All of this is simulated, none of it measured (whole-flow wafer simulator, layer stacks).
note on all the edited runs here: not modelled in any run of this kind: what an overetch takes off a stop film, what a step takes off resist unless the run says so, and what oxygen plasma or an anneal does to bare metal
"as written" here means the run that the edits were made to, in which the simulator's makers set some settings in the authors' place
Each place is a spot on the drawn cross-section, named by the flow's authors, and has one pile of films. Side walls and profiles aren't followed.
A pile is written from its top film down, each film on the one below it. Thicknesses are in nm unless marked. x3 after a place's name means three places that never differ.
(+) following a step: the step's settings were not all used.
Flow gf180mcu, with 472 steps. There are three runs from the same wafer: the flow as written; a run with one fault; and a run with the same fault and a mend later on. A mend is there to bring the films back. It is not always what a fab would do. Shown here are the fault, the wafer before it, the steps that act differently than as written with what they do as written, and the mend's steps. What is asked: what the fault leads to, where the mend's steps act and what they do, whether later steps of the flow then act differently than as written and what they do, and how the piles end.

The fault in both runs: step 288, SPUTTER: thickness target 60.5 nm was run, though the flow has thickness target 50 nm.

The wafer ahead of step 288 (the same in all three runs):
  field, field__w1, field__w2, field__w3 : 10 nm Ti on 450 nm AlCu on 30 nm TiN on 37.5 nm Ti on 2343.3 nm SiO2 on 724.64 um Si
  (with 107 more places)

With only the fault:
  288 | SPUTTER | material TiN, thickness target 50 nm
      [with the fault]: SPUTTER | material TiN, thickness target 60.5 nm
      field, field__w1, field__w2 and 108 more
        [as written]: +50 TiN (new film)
        [with the fault]: +60.5 TiN (new film)
  Steps further on in the flow that do not act as written (not shown: 6 more steps that differ only slightly, by at most 2% or 0.5 nm, whichever is larger):
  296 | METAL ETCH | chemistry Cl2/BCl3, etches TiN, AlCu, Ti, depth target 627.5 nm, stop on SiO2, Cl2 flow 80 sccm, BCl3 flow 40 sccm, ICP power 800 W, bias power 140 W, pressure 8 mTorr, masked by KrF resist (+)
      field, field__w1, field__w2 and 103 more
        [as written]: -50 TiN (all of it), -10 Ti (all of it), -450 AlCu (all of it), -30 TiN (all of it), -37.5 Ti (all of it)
        [with the fault]: -60.5 TiN (all of it), -10 Ti (all of it), -450 AlCu (all of it), -30 TiN (all of it), -37.5 Ti (all of it)
  The piles end different from the flow's at field__w8, contact, m1, m1__w1, m1_nw by more than 2% or 0.5 nm, whichever is larger.
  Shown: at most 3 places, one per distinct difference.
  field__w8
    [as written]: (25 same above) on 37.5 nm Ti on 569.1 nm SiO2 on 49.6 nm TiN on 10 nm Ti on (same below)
    [with the fault]: (25 same above) on 37.5 nm Ti on 558.6 nm SiO2 on 60.1 nm TiN on 10 nm Ti on (same below)
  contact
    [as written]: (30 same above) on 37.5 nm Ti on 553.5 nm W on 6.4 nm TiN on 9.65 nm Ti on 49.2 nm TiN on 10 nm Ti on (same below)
    [with the fault]: (30 same above) on 37.5 nm Ti on 542.9 nm W on 6.44 nm TiN on 9.71 nm Ti on 59.7 nm TiN on 10 nm Ti on (same below)

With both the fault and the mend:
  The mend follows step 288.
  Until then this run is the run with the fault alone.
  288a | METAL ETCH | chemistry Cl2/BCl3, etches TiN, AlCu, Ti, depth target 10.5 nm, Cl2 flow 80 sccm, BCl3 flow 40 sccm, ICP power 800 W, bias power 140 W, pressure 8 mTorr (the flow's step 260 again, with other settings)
      field, field__w1, field__w2 and 108 more
        -10.5 TiN
  Later steps of the flow that are run all act as written at every place that is followed.
  The piles end the same as the flow's at every place that both follow.
